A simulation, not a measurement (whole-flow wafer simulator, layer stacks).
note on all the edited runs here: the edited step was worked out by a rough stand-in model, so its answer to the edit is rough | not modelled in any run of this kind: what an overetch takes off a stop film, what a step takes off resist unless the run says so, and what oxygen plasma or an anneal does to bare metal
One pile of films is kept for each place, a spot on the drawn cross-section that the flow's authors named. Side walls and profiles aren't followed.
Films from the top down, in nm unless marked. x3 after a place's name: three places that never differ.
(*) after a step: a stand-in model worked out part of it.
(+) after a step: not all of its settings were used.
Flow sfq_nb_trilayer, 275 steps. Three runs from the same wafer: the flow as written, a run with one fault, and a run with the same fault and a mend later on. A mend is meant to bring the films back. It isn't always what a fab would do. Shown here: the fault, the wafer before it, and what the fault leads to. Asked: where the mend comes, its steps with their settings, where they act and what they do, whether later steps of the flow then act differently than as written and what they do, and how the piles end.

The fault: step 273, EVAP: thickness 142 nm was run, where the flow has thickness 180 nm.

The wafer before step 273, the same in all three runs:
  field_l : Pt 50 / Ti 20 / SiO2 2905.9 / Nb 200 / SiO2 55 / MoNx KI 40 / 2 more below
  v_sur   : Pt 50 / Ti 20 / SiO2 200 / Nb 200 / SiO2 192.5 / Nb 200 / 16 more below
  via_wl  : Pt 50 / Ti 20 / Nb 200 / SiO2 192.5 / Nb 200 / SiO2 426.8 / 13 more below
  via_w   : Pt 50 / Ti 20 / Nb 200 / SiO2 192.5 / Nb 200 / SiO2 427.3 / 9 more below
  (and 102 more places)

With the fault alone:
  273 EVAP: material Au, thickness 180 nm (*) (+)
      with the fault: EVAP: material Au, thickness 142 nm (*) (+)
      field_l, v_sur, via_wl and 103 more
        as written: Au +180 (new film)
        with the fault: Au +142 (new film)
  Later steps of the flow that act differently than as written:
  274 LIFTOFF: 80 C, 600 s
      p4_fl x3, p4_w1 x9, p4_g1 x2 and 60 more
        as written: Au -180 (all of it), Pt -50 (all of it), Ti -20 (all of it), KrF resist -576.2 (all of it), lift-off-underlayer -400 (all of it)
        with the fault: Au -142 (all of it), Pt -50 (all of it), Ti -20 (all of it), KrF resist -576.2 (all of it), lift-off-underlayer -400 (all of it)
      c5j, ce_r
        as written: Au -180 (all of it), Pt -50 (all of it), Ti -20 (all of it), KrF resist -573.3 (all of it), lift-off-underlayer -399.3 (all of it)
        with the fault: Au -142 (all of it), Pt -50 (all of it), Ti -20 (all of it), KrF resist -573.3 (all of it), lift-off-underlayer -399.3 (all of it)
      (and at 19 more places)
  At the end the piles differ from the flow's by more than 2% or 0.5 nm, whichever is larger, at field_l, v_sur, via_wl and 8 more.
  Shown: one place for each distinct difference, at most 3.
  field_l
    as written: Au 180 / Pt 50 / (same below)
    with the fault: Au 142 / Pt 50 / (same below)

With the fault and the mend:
  The mend comes after step 273.
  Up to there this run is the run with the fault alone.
  273a EVAP: material Au, thickness 38 nm (*) (+) (the flow's step 273 once more, with other settings)
      field_l, v_sur, via_wl and 103 more
        Au +38
  No later step of the flow acts differently than as written at any place that is followed.
  At the end the piles are the same as the flow's at every place that both follow.
